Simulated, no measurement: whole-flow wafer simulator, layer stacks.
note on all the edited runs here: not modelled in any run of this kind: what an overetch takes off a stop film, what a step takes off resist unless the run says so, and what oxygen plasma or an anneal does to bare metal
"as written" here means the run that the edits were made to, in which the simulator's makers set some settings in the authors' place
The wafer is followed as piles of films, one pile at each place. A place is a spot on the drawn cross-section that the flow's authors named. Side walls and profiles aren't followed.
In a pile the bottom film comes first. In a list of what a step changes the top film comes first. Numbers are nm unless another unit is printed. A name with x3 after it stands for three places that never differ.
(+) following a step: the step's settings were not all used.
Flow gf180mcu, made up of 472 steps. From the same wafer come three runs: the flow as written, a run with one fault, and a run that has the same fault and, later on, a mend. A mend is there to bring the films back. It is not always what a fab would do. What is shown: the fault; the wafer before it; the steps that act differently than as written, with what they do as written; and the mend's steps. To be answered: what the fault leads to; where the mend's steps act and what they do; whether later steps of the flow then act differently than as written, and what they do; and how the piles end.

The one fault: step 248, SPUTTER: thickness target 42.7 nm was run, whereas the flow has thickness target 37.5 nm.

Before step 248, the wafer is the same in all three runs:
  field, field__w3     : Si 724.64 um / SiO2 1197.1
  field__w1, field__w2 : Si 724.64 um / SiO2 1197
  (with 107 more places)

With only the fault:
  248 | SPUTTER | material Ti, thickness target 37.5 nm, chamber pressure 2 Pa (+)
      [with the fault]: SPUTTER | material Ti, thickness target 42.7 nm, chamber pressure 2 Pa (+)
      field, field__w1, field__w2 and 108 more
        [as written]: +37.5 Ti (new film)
        [with the fault]: +42.7 Ti (new film)
  Later steps of the flow acting differently than as written (1 more step, not shown, differs only slightly: by at most 2% or 0.5 nm, whichever is larger):
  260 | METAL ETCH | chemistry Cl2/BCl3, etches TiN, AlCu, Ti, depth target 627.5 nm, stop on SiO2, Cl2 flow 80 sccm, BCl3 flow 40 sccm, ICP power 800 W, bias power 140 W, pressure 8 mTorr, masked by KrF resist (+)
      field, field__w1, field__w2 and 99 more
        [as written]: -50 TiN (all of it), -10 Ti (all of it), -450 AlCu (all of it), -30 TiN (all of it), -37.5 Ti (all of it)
        [with the fault]: -50 TiN (all of it), -10 Ti (all of it), -450 AlCu (all of it), -30 TiN (all of it), -42.7 Ti (all of it)
  At field__w8, contact, m1 and 6 more, the piles at the end differ from the flow's by more than 2% or 0.5 nm, whichever is larger.
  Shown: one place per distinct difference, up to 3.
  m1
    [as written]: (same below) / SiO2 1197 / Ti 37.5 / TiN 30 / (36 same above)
    [with the fault]: (same below) / SiO2 1197 / Ti 42.7 / TiN 30 / (36 same above)
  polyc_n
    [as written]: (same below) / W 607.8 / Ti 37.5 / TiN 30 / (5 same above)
    [with the fault]: (same below) / W 607.8 / Ti 42.7 / TiN 30 / (5 same above)
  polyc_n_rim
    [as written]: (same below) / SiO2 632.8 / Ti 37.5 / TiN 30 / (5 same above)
    [with the fault]: (same below) / SiO2 632.8 / Ti 42.7 / TiN 30 / (5 same above)

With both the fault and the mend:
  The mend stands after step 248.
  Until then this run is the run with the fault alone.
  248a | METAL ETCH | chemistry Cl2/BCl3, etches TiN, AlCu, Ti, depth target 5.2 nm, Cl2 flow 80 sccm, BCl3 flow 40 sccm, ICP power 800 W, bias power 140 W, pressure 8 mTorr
      field, field__w1, field__w2 and 108 more
        -5.2 Ti
  Later steps of the flow that are run all act as written at every place that is followed.
  The piles end the same as the flow's at every place that both follow.
